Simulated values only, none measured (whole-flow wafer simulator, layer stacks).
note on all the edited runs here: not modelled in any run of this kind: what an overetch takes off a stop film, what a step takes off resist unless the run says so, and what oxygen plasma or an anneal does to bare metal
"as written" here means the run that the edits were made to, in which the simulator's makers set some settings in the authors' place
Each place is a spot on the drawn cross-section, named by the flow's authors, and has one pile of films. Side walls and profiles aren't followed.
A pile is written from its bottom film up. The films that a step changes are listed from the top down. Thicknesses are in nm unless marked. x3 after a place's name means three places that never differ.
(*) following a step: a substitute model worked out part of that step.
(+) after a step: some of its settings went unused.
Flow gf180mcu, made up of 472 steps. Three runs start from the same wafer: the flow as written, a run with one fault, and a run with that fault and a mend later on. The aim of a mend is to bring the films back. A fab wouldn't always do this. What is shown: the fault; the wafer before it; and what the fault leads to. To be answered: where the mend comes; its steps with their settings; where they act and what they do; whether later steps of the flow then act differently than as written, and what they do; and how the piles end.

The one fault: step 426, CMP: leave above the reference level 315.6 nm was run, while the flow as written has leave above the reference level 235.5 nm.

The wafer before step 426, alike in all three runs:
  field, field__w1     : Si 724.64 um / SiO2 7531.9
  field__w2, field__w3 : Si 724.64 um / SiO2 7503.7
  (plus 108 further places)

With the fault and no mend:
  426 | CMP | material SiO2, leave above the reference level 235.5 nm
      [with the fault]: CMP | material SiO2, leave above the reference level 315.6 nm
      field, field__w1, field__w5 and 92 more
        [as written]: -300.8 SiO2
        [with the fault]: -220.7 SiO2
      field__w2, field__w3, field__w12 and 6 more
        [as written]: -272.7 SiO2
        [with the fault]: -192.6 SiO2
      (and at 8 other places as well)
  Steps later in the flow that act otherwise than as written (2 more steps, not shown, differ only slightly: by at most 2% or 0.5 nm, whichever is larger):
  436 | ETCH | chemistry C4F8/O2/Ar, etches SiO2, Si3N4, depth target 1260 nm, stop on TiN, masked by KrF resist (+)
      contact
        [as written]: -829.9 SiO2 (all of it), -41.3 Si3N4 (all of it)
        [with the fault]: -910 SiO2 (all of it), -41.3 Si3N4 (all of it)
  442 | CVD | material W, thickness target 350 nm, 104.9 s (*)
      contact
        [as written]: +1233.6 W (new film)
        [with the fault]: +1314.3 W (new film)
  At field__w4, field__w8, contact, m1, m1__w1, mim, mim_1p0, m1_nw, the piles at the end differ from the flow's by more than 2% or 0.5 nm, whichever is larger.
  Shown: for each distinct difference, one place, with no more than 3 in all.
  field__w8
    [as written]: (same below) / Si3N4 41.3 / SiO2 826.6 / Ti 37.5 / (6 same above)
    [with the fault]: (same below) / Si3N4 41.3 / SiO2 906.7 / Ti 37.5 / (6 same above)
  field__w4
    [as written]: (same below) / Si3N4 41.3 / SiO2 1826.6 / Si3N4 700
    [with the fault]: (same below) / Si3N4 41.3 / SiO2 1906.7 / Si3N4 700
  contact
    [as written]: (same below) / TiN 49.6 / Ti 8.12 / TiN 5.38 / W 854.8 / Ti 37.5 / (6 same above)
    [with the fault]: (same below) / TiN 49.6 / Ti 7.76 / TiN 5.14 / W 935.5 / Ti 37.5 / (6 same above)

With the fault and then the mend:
  After step 426 comes the mend.
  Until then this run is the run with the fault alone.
  426a | CMP | material SiO2, leave above the reference level 235.5 nm (the flow's step 426 again)
      field, field__w1, field__w2 and 109 more
        -80.1 SiO2
  Later steps of the flow that are run all act as written at every place that is followed.
  By the end, the piles equal the flow's at every place that both follow.
